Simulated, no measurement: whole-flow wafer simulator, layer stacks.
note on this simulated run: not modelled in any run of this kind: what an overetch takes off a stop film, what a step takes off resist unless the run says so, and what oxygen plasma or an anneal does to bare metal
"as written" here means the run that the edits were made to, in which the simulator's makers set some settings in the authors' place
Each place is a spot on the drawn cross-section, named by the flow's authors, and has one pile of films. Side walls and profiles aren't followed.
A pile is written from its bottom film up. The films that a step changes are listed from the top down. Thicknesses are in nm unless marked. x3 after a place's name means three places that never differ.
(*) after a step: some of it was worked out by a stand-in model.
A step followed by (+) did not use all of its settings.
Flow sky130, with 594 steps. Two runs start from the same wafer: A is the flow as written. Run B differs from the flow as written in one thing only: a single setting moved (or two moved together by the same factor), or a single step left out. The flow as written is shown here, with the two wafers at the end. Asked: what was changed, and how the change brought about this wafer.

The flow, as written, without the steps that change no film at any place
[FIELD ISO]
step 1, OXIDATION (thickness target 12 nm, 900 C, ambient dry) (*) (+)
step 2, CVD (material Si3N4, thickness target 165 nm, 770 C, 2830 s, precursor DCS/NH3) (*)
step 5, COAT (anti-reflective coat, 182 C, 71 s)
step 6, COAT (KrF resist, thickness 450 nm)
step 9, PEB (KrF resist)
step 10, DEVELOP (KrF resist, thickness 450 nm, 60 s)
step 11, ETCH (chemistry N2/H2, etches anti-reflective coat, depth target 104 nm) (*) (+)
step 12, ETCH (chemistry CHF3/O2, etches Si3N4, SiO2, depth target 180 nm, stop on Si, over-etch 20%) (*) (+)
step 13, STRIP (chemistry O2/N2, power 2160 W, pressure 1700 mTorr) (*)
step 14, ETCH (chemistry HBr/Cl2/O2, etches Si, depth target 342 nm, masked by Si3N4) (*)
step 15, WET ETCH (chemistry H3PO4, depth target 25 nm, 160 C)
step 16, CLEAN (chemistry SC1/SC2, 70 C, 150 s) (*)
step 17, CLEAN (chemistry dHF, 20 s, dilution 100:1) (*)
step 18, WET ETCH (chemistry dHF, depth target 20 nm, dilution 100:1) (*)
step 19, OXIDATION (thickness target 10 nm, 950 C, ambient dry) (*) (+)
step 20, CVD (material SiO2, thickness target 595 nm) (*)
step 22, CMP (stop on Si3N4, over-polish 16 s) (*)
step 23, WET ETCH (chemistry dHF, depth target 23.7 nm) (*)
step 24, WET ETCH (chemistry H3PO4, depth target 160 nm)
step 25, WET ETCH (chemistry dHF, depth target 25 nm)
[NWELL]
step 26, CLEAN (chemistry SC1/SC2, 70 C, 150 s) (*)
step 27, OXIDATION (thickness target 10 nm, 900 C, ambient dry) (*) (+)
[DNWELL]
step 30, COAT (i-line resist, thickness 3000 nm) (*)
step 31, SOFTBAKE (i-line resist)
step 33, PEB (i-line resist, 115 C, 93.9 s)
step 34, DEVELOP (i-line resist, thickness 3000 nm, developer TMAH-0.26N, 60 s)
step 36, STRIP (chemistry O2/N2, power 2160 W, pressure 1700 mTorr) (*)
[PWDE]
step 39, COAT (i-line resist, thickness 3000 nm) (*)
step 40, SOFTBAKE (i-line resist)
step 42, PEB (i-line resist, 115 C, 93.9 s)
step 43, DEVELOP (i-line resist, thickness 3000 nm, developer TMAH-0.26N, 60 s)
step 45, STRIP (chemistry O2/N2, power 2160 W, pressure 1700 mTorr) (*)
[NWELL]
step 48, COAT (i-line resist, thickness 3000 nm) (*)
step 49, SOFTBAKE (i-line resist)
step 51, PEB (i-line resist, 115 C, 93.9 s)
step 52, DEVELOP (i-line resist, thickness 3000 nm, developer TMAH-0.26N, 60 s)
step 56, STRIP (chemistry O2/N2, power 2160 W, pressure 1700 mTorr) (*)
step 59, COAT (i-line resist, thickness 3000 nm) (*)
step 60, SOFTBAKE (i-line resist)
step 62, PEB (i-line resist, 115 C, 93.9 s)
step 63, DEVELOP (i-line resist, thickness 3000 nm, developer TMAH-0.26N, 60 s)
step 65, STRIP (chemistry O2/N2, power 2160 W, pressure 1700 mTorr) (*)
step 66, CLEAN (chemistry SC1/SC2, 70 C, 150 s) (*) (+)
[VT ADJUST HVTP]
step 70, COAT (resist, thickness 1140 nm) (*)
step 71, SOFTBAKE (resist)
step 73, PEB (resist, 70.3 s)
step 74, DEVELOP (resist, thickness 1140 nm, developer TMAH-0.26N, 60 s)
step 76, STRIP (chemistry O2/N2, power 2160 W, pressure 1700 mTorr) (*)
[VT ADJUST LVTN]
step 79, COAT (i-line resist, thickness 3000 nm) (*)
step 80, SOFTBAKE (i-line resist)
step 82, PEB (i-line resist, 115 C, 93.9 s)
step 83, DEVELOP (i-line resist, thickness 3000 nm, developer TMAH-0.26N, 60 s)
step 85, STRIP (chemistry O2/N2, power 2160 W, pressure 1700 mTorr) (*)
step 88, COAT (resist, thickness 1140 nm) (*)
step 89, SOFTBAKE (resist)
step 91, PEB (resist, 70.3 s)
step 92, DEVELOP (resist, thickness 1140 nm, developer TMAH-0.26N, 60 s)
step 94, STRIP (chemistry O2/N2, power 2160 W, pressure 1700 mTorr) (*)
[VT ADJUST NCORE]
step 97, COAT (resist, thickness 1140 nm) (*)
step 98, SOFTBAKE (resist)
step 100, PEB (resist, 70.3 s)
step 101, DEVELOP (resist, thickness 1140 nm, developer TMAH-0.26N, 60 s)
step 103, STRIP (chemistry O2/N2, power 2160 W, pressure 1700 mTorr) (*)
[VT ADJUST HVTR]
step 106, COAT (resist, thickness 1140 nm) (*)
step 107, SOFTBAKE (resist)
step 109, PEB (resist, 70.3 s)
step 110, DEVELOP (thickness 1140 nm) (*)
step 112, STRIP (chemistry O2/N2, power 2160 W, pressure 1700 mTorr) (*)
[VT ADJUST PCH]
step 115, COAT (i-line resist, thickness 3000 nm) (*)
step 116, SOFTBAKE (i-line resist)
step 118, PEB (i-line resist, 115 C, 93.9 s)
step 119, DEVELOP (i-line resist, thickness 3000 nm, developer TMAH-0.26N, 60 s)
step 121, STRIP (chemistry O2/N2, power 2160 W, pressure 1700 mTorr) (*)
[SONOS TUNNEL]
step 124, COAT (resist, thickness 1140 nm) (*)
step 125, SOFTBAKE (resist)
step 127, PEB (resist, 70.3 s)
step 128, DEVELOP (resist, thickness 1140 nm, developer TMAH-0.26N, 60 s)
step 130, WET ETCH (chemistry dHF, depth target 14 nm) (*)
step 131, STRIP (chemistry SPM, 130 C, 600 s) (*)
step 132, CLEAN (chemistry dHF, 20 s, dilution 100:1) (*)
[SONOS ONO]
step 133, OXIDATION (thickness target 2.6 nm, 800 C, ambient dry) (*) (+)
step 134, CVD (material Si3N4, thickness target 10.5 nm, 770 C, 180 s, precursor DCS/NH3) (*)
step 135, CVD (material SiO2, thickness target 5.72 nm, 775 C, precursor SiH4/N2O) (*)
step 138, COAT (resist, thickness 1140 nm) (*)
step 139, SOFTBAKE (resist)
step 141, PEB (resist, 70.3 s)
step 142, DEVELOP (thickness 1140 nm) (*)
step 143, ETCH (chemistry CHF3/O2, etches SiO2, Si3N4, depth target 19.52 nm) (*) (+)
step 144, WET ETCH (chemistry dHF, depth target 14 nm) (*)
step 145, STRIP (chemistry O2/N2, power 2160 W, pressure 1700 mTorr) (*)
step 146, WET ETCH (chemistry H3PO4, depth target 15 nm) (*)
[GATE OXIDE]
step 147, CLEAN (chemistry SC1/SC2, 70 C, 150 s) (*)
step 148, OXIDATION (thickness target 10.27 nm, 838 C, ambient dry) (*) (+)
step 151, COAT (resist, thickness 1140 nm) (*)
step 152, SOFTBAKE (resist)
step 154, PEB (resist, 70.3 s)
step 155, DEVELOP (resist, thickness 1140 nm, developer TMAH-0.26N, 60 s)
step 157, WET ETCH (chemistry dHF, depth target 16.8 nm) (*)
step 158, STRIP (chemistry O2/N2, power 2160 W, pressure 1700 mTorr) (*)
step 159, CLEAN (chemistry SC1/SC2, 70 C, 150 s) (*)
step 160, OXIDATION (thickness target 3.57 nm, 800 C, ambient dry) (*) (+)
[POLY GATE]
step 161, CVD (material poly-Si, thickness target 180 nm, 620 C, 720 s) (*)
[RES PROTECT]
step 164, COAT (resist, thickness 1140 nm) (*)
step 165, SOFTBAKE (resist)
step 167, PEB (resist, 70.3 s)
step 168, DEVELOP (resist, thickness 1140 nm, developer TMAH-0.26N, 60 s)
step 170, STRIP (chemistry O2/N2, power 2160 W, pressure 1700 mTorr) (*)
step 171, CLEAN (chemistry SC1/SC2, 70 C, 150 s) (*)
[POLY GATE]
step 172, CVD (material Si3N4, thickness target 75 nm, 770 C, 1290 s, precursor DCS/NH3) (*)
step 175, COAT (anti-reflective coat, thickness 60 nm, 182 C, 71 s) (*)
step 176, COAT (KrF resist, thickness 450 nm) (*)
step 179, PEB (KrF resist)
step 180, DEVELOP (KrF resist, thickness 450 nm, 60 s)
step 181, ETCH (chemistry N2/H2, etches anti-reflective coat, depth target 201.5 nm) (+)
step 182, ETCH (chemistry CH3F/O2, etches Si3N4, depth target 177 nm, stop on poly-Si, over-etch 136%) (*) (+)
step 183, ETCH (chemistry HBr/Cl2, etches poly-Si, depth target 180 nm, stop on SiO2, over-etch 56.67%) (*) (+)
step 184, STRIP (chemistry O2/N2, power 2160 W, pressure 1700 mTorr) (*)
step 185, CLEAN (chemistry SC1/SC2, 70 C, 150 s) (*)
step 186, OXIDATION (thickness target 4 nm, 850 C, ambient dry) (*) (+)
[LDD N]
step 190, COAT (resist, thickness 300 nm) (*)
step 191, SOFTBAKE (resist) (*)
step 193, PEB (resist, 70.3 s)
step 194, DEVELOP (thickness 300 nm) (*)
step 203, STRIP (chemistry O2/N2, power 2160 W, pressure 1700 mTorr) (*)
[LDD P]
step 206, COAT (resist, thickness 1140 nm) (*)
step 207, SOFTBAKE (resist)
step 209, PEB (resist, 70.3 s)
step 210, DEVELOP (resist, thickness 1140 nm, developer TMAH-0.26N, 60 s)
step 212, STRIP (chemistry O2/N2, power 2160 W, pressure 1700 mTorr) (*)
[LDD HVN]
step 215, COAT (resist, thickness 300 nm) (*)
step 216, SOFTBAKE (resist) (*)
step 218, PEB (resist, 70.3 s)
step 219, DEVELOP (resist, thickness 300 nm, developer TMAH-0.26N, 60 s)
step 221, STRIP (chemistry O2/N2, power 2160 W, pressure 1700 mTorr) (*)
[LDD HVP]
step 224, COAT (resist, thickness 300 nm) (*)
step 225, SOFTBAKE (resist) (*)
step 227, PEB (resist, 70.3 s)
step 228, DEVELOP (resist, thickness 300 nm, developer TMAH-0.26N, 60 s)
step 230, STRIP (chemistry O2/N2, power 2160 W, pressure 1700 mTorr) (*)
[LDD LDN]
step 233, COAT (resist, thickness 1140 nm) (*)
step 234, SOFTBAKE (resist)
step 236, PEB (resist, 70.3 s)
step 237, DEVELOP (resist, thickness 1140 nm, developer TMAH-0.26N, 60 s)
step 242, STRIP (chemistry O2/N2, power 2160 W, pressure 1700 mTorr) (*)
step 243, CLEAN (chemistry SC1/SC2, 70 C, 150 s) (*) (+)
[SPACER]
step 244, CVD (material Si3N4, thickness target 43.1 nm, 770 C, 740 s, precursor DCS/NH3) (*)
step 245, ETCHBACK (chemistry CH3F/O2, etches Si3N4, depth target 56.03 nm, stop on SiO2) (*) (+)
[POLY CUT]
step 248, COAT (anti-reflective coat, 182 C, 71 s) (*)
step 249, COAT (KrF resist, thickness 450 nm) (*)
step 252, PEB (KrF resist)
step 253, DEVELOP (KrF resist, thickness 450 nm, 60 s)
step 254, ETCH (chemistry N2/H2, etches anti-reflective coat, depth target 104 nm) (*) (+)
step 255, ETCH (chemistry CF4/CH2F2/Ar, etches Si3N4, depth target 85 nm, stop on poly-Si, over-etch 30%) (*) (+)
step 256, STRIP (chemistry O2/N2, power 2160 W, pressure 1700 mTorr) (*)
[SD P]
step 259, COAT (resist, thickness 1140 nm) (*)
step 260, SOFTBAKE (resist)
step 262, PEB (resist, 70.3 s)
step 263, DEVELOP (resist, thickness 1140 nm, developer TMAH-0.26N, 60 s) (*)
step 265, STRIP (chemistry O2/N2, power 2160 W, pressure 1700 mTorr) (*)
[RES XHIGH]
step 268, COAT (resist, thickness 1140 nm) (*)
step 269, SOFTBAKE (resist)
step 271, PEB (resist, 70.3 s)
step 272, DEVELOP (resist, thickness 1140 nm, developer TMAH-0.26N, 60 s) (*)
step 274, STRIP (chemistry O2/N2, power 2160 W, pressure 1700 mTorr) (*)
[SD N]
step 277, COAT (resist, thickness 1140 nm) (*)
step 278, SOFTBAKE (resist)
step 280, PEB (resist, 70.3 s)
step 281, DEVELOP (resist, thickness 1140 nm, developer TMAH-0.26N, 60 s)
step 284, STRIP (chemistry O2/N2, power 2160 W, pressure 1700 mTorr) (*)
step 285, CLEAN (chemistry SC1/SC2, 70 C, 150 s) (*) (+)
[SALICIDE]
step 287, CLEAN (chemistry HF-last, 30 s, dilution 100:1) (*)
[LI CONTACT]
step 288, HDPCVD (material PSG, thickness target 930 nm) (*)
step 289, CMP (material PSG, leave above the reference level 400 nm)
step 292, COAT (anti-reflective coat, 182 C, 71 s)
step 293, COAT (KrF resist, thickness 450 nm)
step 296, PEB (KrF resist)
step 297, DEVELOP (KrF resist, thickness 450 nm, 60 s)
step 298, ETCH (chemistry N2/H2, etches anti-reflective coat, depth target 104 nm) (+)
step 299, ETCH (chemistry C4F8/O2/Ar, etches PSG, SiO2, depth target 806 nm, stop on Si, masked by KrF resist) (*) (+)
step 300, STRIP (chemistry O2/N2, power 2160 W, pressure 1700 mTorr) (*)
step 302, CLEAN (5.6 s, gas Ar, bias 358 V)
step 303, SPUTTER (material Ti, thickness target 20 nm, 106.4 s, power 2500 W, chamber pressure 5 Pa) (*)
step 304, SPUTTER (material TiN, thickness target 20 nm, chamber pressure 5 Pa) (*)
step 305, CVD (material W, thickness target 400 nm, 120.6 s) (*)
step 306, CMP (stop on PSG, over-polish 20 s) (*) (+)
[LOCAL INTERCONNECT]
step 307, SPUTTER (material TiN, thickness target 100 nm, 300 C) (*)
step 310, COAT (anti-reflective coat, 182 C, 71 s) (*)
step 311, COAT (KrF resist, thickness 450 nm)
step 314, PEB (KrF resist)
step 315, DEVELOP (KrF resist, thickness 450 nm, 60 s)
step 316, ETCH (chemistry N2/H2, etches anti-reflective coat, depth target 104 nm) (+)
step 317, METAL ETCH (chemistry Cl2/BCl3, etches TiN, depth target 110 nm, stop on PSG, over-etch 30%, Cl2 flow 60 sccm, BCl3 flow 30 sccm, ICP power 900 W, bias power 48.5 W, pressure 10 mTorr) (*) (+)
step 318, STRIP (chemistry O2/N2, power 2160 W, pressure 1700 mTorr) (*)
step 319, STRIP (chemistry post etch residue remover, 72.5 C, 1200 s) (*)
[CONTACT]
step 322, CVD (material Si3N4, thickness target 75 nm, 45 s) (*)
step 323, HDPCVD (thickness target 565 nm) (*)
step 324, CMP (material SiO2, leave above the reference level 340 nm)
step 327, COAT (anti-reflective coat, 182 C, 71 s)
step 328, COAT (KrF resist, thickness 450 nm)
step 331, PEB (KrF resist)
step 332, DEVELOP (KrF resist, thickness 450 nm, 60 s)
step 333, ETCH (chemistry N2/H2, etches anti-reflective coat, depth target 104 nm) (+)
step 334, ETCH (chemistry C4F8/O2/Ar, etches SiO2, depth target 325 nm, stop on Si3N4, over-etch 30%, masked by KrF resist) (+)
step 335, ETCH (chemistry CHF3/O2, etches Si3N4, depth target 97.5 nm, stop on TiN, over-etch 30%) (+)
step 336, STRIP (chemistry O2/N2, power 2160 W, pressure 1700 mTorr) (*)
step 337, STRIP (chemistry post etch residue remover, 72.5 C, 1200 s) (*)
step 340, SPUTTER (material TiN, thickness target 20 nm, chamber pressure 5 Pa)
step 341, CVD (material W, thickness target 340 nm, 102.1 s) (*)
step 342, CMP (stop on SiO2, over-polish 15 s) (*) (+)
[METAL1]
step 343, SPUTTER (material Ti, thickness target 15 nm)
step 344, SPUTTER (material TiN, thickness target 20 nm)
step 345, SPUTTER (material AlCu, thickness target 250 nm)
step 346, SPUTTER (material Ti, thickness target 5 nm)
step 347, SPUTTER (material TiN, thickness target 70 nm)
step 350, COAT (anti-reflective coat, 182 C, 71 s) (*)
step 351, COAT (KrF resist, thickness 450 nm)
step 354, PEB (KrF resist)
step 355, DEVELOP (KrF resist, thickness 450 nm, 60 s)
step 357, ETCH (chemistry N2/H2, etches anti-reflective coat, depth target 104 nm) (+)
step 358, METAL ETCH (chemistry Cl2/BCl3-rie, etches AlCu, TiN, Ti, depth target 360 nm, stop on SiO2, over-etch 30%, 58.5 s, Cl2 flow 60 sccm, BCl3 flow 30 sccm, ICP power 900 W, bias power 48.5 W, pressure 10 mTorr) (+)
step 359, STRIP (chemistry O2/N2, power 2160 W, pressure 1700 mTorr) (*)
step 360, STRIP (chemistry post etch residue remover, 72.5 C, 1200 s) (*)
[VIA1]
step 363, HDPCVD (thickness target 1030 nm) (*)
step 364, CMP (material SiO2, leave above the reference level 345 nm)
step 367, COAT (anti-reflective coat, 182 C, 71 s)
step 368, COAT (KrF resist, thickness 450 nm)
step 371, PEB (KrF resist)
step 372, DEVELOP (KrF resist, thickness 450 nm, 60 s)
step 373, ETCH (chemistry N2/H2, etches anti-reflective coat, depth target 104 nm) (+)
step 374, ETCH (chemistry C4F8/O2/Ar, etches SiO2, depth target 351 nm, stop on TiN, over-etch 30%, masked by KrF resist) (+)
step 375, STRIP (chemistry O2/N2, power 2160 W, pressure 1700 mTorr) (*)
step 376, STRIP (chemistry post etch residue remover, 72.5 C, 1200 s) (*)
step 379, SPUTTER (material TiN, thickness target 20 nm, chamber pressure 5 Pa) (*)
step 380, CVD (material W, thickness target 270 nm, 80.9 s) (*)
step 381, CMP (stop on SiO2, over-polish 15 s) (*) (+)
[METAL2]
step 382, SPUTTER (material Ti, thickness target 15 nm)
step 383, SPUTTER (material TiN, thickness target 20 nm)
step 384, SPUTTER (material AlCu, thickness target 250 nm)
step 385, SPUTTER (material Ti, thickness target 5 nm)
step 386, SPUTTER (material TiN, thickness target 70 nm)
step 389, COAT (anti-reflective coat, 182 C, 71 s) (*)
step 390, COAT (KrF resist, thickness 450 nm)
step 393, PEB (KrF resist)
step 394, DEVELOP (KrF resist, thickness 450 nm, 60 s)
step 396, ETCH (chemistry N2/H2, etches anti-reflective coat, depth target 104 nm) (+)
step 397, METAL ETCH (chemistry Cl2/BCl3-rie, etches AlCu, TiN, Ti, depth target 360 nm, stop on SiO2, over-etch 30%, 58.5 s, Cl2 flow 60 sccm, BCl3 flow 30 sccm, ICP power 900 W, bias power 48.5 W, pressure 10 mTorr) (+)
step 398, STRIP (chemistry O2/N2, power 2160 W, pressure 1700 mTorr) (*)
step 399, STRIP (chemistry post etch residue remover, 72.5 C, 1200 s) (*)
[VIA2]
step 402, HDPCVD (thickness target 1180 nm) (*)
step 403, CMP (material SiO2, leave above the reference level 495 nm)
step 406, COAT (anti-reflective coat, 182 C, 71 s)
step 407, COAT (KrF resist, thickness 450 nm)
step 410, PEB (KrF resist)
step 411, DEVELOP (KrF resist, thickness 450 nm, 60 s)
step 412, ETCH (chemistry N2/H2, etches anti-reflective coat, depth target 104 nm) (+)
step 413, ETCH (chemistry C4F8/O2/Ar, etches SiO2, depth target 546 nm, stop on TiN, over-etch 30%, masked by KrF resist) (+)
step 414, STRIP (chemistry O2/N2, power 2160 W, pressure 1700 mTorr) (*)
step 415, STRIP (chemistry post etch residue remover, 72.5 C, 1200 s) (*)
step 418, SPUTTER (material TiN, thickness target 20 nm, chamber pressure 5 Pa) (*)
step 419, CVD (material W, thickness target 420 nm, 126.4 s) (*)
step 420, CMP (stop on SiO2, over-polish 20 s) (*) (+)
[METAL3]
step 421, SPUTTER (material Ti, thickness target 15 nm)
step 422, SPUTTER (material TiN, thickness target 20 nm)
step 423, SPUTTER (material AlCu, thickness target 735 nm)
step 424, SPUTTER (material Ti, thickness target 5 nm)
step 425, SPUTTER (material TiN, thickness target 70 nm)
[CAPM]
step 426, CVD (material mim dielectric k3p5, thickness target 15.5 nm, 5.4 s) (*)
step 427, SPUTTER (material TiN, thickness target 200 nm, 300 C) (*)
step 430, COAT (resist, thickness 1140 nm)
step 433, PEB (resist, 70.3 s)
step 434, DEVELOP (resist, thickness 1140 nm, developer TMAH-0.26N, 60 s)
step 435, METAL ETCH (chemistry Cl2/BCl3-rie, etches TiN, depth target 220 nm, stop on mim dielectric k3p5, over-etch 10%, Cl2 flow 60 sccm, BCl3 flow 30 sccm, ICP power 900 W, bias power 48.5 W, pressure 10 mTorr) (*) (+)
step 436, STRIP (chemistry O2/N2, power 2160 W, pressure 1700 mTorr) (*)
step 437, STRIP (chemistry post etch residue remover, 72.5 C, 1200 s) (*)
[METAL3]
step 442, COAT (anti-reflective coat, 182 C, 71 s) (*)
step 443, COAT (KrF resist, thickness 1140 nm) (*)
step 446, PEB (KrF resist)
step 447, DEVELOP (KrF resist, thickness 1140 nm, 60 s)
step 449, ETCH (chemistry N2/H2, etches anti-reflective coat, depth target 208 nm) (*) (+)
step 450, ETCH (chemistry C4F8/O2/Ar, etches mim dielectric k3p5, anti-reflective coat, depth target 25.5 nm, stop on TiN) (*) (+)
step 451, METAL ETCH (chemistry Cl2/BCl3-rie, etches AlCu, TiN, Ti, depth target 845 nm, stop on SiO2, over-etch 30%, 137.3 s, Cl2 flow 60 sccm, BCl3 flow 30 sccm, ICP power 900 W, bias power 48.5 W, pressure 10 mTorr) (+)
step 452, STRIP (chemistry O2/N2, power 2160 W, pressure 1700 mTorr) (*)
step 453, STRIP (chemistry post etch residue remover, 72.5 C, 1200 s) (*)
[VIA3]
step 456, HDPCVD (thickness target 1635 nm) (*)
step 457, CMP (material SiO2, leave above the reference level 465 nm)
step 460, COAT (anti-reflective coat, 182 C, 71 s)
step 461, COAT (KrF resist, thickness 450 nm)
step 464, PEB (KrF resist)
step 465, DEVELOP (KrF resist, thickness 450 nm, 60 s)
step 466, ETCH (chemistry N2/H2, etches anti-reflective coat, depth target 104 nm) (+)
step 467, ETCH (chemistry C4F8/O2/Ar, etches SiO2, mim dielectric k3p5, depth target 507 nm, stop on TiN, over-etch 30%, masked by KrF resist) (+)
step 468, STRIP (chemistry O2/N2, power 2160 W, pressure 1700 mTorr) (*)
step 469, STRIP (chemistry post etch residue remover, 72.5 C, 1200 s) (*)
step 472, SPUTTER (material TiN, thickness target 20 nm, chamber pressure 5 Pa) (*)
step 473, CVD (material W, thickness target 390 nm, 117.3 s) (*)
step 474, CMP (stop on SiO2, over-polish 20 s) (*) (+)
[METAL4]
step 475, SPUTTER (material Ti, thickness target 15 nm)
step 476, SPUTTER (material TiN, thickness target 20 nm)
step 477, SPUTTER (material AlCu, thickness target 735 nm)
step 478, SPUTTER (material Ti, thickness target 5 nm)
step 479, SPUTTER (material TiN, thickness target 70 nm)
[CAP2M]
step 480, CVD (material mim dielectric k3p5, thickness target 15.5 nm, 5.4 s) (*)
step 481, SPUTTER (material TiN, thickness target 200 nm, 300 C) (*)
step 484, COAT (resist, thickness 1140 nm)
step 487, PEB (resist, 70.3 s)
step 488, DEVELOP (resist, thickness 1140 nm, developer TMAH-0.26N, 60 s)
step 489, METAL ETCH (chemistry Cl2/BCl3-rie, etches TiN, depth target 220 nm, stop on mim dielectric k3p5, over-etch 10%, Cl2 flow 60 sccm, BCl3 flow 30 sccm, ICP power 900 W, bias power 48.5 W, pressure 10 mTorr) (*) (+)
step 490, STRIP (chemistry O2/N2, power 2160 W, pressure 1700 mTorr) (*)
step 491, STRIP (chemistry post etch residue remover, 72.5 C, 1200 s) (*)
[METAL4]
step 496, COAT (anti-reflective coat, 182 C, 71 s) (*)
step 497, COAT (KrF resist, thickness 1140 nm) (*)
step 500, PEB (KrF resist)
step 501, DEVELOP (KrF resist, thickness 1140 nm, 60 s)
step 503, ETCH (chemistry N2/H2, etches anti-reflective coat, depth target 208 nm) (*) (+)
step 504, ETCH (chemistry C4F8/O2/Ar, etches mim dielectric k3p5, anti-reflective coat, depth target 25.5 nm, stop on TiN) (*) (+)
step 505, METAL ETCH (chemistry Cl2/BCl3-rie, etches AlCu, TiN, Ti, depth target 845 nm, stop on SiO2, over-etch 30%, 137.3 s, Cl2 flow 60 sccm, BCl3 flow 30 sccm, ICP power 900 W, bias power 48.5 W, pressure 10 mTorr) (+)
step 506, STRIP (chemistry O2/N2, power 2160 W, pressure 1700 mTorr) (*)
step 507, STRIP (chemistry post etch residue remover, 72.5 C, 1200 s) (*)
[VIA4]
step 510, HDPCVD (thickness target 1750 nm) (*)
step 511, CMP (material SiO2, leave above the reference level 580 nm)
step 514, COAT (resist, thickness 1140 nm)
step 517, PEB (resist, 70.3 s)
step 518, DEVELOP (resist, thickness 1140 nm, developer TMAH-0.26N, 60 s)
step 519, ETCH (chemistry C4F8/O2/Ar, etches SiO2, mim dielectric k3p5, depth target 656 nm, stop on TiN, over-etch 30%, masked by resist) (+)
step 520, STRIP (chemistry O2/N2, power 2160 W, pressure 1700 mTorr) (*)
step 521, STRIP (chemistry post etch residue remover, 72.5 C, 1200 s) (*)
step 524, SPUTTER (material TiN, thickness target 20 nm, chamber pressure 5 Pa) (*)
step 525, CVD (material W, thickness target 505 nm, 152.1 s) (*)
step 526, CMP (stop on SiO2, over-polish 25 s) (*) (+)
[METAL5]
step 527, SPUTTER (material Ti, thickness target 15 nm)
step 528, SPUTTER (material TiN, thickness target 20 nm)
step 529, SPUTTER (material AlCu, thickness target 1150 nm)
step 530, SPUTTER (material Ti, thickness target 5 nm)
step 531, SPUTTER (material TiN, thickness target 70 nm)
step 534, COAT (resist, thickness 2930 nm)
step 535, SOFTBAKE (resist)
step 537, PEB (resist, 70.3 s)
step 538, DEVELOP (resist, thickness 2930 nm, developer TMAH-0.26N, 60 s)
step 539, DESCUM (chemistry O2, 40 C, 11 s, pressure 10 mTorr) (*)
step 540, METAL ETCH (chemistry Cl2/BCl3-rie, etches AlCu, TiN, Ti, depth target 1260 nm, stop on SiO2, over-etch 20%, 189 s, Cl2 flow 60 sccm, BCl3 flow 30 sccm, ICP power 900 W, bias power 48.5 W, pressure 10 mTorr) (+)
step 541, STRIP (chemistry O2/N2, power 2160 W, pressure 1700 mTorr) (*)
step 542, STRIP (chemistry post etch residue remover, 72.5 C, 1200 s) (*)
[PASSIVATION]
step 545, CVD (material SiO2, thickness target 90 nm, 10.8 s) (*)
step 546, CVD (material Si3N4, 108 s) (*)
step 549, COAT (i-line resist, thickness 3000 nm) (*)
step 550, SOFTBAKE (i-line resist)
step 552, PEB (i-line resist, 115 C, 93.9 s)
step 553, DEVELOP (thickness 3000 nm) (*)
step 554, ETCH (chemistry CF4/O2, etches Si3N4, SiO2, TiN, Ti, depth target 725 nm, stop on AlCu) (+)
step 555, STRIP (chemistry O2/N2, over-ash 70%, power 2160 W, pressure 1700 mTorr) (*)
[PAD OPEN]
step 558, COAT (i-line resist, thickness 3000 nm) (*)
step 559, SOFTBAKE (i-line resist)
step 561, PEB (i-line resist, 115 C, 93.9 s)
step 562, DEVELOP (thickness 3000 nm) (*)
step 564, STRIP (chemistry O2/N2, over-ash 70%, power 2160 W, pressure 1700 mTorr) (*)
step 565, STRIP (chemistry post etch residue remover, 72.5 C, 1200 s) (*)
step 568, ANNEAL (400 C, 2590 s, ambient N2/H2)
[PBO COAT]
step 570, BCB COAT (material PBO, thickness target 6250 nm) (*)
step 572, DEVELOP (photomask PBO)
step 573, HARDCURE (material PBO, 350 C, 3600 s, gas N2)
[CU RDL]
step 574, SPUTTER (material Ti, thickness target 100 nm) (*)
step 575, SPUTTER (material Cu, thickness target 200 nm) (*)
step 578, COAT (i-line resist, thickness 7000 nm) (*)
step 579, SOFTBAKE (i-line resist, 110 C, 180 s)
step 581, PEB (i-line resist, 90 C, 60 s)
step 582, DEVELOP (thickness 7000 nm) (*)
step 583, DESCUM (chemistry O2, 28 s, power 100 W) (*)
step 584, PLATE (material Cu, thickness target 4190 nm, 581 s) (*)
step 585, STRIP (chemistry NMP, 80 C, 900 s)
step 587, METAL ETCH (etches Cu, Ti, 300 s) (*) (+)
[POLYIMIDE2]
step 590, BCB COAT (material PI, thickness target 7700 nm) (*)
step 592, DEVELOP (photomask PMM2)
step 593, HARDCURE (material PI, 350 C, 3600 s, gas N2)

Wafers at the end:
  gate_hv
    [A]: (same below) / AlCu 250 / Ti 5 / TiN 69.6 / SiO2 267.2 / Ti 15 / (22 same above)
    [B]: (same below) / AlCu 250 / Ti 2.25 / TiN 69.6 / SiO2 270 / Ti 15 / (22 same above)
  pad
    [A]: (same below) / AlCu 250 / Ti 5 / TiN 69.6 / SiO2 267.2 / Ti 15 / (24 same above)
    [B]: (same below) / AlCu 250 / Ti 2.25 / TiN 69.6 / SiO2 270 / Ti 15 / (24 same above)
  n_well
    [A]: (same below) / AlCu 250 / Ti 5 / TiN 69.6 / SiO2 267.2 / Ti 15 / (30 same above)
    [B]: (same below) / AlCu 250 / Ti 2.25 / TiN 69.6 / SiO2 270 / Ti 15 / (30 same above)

The reason: step 346, SPUTTER: thickness target 2.25 nm was run, while the flow as written has thickness target 5 nm.
The wafer lets one read it off: gate_hv has Ti 2.25, and step 346 as written asks for 5 nm.

How this came from the change, step by step:
  step 346, SPUTTER (material Ti, thickness target 5 nm)
      field, active, n_well and 188 more: A Ti gains 5 (new film) | B Ti gains 2.25 (new film)
  step 358, METAL ETCH (chemistry Cl2/BCl3-rie, etches AlCu, TiN, Ti, depth target 360 nm, stop on SiO2, over-etch 30%, 58.5 s, Cl2 flow 60 sccm, BCl3 flow 30 sccm, ICP power 900 W, bias power 48.5 W, pressure 10 mTorr) (+)
      field, active, gate and 81 more: A TiN loses 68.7 (all of it), Ti loses 5 (all of it), AlCu loses 250 (all of it), TiN loses 20 (all of it), Ti loses 15 (all of it), SiO2 loses 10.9 | B TiN loses 68.7 (all of it), Ti loses 2.25 (all of it), AlCu loses 250 (all of it), TiN loses 20 (all of it), Ti loses 15 (all of it), SiO2 loses 11.2
